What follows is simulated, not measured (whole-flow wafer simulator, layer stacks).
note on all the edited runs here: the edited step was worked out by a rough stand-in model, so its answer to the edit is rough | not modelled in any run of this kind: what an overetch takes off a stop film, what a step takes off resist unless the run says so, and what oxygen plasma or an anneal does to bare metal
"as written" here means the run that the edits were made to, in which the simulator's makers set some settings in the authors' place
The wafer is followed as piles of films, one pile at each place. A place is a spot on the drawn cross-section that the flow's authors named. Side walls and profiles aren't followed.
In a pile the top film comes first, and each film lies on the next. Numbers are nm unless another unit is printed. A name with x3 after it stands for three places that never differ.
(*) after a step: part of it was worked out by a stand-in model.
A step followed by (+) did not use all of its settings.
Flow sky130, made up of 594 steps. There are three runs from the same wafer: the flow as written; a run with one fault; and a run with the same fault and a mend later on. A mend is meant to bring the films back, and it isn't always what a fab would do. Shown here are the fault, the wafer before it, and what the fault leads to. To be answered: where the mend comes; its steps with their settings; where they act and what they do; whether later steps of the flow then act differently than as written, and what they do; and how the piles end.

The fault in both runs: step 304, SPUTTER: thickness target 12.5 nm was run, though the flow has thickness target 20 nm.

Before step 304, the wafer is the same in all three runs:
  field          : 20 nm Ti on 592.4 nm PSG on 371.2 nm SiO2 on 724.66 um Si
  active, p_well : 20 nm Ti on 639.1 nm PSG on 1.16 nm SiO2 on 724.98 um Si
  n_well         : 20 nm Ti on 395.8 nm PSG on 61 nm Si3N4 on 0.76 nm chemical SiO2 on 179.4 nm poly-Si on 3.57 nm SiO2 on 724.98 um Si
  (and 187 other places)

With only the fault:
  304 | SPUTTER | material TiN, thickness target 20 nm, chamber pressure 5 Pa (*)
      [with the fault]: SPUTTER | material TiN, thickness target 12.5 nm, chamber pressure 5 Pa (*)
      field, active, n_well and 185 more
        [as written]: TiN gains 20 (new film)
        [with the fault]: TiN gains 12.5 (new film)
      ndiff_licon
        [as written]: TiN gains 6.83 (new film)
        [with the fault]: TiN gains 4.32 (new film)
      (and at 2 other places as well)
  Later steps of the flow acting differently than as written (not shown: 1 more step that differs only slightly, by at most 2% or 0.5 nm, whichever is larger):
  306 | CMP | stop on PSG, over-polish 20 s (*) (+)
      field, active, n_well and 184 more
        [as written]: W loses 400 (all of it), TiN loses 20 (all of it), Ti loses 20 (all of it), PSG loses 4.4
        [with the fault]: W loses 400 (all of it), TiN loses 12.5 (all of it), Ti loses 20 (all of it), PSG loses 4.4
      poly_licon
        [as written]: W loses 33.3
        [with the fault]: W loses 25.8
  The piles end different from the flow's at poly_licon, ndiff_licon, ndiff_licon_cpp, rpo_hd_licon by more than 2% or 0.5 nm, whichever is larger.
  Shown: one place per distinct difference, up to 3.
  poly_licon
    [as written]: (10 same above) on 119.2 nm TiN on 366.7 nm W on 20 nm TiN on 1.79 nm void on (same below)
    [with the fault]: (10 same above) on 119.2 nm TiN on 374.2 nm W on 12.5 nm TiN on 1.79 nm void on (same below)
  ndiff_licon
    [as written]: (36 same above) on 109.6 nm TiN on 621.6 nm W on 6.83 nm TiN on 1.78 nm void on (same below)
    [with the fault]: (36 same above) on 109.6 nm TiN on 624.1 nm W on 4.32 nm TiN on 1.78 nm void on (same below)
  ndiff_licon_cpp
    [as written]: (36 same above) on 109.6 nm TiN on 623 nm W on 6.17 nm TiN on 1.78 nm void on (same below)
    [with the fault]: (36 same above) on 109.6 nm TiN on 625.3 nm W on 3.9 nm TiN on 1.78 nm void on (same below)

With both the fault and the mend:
  The mend follows step 304.
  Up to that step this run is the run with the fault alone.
  304a | SPUTTER | material TiN, thickness target 7.5 nm, chamber pressure 5 Pa (*) (the flow's step 304, run once more with other settings)
      field, active, n_well and 185 more
        TiN gains 7.5
      ndiff_licon
        TiN gains 2.51
      ndiff_licon_cpp
        TiN gains 2.27
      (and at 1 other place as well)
  None of the later steps of the flow differs from how it acts as written, at any place that is followed, by more than 2% or 0.5 nm, whichever is larger.
  At the end the piles are close to the flow's at the places that both follow, differing by at most 2% or 0.5 nm, whichever is larger.
